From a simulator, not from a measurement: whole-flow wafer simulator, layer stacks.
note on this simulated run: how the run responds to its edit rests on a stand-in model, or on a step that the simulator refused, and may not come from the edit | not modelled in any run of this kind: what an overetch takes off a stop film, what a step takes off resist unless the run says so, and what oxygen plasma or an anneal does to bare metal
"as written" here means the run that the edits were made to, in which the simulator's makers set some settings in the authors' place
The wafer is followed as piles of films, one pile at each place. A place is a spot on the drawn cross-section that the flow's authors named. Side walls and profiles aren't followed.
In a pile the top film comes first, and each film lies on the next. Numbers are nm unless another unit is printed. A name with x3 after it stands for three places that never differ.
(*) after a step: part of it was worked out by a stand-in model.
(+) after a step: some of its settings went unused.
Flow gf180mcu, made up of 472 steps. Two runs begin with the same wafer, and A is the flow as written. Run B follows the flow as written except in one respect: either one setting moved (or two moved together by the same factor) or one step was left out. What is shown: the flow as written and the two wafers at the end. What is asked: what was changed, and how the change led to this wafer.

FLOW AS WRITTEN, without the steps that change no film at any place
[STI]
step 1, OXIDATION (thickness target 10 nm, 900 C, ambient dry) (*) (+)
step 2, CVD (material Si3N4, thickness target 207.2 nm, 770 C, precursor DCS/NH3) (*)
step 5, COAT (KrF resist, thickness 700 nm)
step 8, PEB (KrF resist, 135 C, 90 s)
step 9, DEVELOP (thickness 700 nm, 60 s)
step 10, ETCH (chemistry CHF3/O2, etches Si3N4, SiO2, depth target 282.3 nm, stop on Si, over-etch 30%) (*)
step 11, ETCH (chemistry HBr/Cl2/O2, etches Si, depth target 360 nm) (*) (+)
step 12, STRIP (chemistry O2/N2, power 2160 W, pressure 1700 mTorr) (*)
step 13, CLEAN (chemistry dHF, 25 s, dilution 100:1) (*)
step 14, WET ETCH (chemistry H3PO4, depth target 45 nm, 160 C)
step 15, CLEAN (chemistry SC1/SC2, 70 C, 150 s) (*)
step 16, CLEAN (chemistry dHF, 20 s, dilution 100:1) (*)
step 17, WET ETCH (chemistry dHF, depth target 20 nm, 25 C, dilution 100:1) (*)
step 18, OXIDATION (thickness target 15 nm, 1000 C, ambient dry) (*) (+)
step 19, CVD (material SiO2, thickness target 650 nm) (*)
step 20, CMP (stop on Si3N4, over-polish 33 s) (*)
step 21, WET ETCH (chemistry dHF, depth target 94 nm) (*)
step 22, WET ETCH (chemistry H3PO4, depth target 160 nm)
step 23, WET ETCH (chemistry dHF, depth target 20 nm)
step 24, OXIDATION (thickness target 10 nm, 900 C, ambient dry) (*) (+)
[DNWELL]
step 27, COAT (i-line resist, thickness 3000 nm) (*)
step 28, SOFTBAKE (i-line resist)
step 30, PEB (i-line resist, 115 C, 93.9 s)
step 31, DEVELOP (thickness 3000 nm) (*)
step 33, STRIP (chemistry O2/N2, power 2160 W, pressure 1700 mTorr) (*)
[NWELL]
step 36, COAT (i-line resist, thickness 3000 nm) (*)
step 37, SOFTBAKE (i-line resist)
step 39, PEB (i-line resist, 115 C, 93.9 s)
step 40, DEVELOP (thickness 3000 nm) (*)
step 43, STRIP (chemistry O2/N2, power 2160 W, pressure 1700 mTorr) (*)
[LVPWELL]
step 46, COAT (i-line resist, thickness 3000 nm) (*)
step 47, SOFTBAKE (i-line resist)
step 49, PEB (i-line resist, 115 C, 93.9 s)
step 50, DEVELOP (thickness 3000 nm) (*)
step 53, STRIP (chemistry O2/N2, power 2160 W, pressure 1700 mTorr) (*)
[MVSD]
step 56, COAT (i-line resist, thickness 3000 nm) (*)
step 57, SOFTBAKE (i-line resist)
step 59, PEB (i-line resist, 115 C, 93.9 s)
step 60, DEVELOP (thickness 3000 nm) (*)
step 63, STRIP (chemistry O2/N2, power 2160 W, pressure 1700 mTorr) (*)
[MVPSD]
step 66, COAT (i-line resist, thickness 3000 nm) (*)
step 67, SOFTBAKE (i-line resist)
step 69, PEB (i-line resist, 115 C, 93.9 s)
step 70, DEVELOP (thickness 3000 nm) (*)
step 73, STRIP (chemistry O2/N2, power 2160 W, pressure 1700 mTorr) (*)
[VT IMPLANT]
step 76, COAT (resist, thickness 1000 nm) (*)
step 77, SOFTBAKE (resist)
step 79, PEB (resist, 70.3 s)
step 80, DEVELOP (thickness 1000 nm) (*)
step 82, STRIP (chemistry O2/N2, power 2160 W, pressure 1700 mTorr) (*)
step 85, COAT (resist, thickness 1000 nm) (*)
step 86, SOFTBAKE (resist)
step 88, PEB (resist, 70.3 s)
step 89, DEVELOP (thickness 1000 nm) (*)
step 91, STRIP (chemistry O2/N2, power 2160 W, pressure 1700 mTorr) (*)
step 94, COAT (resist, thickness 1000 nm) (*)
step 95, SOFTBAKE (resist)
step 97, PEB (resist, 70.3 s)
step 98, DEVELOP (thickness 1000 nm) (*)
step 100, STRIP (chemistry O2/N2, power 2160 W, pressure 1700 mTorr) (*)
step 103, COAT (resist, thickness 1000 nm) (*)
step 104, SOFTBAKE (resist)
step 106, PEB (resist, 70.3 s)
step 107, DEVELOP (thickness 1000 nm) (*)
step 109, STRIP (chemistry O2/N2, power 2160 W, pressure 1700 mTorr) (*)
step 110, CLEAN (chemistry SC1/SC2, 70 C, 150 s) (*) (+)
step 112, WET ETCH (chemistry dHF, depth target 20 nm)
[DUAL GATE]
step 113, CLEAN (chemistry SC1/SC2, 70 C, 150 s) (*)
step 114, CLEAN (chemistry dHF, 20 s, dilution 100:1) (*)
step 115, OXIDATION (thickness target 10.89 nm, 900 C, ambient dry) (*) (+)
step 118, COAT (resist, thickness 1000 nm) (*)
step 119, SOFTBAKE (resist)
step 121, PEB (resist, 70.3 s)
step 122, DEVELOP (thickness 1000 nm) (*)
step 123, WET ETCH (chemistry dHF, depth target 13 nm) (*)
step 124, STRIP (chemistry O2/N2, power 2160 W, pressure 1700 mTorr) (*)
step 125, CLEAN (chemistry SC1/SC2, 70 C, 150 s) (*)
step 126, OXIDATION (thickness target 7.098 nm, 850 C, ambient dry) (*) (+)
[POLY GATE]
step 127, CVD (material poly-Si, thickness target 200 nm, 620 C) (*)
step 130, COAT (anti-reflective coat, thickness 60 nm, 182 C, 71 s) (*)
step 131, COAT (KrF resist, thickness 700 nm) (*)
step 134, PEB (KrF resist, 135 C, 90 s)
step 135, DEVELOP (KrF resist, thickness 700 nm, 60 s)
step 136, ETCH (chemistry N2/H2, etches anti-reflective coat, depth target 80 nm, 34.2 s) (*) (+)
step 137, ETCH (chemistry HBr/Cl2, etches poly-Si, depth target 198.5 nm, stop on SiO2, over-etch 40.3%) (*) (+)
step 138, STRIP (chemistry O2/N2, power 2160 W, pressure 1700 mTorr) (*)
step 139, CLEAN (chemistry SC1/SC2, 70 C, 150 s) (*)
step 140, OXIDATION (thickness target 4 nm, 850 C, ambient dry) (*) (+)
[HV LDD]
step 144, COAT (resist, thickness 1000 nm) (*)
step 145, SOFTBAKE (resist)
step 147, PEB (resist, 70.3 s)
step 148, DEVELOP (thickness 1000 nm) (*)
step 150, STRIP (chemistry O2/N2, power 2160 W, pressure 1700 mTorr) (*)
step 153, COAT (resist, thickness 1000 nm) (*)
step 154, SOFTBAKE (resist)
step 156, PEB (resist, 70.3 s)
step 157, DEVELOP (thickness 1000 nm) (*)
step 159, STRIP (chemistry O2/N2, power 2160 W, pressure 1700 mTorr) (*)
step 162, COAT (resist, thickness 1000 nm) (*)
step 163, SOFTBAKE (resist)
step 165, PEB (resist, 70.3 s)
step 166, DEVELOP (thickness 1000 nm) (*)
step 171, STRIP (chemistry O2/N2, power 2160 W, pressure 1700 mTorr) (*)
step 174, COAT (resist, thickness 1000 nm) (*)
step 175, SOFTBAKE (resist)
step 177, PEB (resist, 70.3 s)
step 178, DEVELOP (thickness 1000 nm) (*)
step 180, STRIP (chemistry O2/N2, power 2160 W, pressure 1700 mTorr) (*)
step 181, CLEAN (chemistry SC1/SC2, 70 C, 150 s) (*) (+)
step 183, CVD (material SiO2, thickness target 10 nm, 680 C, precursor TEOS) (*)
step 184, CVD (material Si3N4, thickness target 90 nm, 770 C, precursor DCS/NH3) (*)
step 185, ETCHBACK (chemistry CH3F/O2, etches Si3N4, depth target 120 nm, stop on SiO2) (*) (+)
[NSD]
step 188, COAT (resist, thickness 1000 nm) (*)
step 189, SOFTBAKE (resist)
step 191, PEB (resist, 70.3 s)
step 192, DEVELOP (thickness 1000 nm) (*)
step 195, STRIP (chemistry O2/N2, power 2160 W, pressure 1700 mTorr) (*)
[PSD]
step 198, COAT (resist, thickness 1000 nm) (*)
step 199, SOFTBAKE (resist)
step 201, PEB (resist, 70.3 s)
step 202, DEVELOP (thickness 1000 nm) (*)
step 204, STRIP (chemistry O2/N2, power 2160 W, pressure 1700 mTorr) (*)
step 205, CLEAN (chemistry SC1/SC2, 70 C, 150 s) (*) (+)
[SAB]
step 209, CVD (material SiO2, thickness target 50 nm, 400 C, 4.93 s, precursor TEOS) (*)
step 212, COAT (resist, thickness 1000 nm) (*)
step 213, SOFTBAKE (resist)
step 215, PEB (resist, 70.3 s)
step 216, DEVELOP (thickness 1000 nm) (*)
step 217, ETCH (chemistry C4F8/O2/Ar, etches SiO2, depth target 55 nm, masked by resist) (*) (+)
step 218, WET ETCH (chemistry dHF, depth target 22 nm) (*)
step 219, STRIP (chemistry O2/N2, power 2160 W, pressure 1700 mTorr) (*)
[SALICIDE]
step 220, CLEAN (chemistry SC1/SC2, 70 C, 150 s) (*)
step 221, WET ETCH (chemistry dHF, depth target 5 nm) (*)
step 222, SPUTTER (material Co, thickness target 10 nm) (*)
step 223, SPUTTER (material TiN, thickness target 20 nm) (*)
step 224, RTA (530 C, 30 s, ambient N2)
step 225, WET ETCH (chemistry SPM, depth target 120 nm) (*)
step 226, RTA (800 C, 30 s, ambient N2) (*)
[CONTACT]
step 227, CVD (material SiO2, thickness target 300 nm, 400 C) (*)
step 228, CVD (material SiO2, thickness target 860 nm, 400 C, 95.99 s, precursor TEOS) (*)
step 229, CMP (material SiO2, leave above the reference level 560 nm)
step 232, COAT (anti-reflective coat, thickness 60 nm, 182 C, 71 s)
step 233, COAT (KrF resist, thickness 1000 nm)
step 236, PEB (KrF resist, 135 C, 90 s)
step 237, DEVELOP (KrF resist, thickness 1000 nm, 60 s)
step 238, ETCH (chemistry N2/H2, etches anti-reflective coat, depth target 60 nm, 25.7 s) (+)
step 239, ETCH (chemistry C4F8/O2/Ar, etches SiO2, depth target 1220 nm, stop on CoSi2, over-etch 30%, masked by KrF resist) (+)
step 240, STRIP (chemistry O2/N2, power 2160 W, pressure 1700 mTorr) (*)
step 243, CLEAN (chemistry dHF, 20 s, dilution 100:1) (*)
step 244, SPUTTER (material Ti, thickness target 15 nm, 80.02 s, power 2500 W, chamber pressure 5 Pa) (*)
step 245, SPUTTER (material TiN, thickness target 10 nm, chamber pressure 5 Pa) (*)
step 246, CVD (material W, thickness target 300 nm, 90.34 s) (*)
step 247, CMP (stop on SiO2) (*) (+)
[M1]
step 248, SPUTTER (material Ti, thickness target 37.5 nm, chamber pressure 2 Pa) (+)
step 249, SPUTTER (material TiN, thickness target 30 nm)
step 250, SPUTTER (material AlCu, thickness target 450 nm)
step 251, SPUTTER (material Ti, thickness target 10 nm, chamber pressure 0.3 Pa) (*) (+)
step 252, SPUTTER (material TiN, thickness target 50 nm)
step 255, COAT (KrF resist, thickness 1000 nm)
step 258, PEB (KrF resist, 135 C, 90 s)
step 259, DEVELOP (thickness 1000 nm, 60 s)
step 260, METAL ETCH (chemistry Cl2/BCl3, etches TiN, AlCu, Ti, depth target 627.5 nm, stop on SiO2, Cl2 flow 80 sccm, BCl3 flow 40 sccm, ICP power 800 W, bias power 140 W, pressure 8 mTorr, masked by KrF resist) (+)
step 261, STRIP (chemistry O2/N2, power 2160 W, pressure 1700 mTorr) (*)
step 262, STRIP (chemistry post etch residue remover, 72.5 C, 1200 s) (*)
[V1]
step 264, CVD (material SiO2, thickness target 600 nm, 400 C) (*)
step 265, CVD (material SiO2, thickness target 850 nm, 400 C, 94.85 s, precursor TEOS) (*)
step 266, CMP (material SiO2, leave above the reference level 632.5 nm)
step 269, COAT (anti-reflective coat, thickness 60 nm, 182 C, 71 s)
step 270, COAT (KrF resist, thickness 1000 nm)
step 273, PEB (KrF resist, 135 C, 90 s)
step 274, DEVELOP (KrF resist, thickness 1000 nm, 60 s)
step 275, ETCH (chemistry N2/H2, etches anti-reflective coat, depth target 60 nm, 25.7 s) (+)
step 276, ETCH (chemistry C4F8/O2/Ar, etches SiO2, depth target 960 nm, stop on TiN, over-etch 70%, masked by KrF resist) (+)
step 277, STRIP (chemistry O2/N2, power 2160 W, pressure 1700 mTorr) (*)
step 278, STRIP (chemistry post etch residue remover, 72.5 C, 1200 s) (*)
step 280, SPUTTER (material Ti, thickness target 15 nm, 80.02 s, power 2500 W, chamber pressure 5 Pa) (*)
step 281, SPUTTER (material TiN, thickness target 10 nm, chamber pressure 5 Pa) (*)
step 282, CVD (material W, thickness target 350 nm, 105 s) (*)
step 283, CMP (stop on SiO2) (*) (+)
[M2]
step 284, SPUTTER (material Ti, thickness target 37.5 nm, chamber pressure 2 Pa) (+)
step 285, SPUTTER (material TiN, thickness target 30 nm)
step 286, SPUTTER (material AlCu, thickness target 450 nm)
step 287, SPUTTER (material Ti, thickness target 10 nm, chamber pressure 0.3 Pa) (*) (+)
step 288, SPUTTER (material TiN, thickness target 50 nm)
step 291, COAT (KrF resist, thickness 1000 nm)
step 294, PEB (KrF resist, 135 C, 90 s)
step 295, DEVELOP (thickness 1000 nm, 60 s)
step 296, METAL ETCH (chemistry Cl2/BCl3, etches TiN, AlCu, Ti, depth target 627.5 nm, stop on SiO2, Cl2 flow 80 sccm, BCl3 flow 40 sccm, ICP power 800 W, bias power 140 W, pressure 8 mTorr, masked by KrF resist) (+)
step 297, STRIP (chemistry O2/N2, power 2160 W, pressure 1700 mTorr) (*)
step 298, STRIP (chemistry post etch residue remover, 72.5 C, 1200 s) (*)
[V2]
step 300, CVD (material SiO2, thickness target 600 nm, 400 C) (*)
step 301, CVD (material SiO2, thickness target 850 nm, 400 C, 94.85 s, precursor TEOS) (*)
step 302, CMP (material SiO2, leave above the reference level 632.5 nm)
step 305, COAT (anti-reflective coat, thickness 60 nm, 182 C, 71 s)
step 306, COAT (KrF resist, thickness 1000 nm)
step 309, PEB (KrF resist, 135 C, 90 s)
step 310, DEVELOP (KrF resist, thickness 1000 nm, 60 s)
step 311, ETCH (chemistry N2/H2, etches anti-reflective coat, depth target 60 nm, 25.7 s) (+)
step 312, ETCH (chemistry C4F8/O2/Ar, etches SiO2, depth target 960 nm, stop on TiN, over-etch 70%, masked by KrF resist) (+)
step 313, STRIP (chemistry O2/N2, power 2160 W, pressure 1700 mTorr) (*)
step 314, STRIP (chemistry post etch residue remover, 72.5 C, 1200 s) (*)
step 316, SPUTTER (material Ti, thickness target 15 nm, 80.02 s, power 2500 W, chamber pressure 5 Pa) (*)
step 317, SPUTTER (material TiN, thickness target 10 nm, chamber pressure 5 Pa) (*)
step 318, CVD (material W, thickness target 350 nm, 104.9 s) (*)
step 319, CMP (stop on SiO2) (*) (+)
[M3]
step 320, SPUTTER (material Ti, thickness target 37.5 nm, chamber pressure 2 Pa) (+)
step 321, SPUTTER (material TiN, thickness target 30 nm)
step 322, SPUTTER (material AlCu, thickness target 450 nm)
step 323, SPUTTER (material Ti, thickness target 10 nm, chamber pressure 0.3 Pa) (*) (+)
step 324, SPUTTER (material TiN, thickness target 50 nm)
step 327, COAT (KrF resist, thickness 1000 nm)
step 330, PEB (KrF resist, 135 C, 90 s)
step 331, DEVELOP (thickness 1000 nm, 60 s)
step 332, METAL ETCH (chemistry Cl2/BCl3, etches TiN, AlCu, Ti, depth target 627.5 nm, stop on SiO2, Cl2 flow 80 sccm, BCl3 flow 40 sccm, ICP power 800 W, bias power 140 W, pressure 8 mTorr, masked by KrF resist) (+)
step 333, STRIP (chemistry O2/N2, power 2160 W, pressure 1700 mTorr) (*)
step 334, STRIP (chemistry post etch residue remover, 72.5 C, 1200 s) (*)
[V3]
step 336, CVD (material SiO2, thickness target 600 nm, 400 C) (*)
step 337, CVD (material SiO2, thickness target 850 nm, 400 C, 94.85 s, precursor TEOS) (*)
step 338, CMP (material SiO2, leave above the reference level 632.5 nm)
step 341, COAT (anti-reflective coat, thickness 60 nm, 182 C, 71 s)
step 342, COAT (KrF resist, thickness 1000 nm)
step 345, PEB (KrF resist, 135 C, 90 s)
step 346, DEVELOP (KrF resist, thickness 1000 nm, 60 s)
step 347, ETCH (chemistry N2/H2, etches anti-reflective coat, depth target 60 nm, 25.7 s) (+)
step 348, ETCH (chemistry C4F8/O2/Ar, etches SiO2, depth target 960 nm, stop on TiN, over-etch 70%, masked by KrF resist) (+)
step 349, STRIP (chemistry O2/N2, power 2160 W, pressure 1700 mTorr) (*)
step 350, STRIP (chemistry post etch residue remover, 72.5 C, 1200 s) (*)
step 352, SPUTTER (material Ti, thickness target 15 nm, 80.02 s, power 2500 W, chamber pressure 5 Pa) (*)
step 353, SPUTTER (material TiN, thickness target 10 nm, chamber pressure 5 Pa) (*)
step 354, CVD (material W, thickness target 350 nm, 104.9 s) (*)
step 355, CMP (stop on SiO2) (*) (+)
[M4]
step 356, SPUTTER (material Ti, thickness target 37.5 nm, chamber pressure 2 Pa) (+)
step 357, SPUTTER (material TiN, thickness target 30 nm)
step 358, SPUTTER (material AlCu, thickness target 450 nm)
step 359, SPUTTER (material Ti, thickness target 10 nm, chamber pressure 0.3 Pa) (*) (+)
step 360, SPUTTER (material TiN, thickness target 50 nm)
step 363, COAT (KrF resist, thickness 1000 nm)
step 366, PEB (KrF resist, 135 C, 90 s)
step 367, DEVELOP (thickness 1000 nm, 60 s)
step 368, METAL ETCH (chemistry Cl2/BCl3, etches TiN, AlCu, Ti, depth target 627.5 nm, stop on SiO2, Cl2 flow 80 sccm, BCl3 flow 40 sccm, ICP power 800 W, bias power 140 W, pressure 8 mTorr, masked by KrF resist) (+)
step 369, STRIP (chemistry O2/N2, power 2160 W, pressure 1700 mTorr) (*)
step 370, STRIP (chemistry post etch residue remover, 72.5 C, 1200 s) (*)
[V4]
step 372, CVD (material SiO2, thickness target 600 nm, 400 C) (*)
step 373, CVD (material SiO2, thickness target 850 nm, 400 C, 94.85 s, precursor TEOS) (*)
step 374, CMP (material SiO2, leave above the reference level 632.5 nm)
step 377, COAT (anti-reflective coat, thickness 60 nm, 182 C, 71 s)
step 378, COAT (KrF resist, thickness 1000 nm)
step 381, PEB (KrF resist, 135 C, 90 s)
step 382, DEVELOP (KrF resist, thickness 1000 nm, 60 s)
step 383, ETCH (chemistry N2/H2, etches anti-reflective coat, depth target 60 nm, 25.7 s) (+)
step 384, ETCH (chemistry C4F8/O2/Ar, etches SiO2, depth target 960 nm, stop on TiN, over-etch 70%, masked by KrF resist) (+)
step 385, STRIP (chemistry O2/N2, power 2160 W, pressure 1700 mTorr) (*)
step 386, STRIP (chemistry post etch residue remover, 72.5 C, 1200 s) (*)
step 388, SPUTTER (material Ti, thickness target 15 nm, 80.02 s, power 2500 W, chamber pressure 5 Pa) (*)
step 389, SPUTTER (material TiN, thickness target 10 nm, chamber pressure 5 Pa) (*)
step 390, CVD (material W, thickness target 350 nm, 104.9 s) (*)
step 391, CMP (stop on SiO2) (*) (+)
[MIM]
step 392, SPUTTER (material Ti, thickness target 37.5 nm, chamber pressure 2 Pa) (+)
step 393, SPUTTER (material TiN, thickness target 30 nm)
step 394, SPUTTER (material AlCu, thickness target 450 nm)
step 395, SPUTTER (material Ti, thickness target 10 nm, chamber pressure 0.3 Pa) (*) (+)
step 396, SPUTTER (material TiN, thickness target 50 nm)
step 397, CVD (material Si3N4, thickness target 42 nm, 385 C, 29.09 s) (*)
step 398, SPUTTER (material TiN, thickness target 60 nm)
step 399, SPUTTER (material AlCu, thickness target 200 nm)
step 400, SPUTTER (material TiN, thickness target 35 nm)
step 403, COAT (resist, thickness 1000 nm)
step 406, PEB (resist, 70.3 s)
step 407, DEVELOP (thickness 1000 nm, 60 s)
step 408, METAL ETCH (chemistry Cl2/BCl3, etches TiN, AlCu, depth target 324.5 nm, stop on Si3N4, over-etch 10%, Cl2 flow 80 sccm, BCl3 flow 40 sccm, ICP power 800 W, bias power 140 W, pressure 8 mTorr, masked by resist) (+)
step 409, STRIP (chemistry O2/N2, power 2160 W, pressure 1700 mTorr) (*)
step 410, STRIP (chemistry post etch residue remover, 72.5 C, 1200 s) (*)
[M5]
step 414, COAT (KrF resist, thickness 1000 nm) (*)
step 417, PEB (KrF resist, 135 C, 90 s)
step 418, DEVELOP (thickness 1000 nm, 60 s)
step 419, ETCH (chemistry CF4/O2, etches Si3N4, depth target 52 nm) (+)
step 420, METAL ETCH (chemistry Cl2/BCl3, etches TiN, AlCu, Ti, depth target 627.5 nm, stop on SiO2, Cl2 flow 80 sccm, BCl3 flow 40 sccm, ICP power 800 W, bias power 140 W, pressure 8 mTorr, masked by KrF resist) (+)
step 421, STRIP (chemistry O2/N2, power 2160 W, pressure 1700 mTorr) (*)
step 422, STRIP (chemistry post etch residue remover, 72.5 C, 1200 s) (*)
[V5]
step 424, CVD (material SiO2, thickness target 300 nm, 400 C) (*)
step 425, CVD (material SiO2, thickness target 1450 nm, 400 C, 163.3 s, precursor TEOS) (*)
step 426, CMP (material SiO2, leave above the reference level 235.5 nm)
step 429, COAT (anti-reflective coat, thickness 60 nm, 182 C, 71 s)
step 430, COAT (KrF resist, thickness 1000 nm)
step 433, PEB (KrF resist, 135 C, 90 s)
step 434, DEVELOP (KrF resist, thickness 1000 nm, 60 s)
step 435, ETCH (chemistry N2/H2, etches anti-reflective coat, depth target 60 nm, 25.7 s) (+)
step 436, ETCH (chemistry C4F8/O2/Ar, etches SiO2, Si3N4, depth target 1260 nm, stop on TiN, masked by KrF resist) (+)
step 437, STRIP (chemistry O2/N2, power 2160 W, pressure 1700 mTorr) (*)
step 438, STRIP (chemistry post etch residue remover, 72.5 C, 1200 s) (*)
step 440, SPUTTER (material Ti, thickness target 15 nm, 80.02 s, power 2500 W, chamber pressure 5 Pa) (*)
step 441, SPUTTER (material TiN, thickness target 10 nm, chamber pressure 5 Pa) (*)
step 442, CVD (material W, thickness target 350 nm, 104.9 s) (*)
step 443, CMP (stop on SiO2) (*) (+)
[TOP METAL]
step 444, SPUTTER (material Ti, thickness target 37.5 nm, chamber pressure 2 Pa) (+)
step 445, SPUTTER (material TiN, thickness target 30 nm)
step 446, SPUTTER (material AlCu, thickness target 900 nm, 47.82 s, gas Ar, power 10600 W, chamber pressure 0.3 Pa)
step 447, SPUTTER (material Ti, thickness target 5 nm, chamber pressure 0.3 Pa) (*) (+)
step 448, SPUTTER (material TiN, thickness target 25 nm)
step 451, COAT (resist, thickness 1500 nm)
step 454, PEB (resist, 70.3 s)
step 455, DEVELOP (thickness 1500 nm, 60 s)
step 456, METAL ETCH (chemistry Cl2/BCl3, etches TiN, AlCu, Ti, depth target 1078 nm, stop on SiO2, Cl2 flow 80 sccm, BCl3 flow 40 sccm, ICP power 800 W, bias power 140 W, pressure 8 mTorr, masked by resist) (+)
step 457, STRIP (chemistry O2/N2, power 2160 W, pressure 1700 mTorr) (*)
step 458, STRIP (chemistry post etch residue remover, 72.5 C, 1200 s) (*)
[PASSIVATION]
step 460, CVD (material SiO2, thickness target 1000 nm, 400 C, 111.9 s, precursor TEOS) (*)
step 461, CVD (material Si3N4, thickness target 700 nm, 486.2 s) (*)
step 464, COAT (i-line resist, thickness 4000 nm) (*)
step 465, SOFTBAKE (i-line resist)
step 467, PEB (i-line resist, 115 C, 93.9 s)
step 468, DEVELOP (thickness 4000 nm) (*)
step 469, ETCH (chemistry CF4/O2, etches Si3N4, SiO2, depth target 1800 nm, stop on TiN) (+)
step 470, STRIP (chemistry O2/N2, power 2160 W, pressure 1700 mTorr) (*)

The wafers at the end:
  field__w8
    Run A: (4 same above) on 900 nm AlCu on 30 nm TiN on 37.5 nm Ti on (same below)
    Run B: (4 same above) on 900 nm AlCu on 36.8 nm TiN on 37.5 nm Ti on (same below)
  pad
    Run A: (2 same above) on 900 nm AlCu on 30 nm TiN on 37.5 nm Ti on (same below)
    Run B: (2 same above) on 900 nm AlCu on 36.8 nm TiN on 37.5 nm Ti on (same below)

What caused this: step 445, SPUTTER: thickness target 36.8 nm was run, though the flow has thickness target 30 nm.
The wafer itself shows it: field__w8 has TiN 36.8, and step 445 as written asks for 30 nm.

Step by step, how the change led to this:
  step 445, SPUTTER (material TiN, thickness target 30 nm)
      field, field__w1, field__w2 and 109 more: A +30 TiN (new film) | B +36.8 TiN (new film)
  step 456, METAL ETCH (chemistry Cl2/BCl3, etches TiN, AlCu, Ti, depth target 1078 nm, stop on SiO2, Cl2 flow 80 sccm, BCl3 flow 40 sccm, ICP power 800 W, bias power 140 W, pressure 8 mTorr, masked by resist) (+)
      field, field__w1, field__w2 and 103 more: A -25 TiN (all of it), -5 Ti (all of it), -900 AlCu (all of it), -30 TiN (all of it), -37.5 Ti (all of it) | B -25 TiN (all of it), -5 Ti (all of it), -900 AlCu (all of it), -36.8 TiN (all of it), -37.5 Ti (all of it)
  step 465, SOFTBAKE (i-line resist)
      gate: A +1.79 i-line resist | B -0.3 i-line resist
      ld_acc_p, ld_fp_p, ld_drift_p: A +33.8 i-line resist | B +27.2 i-line resist
      (as well as at 56 more places)
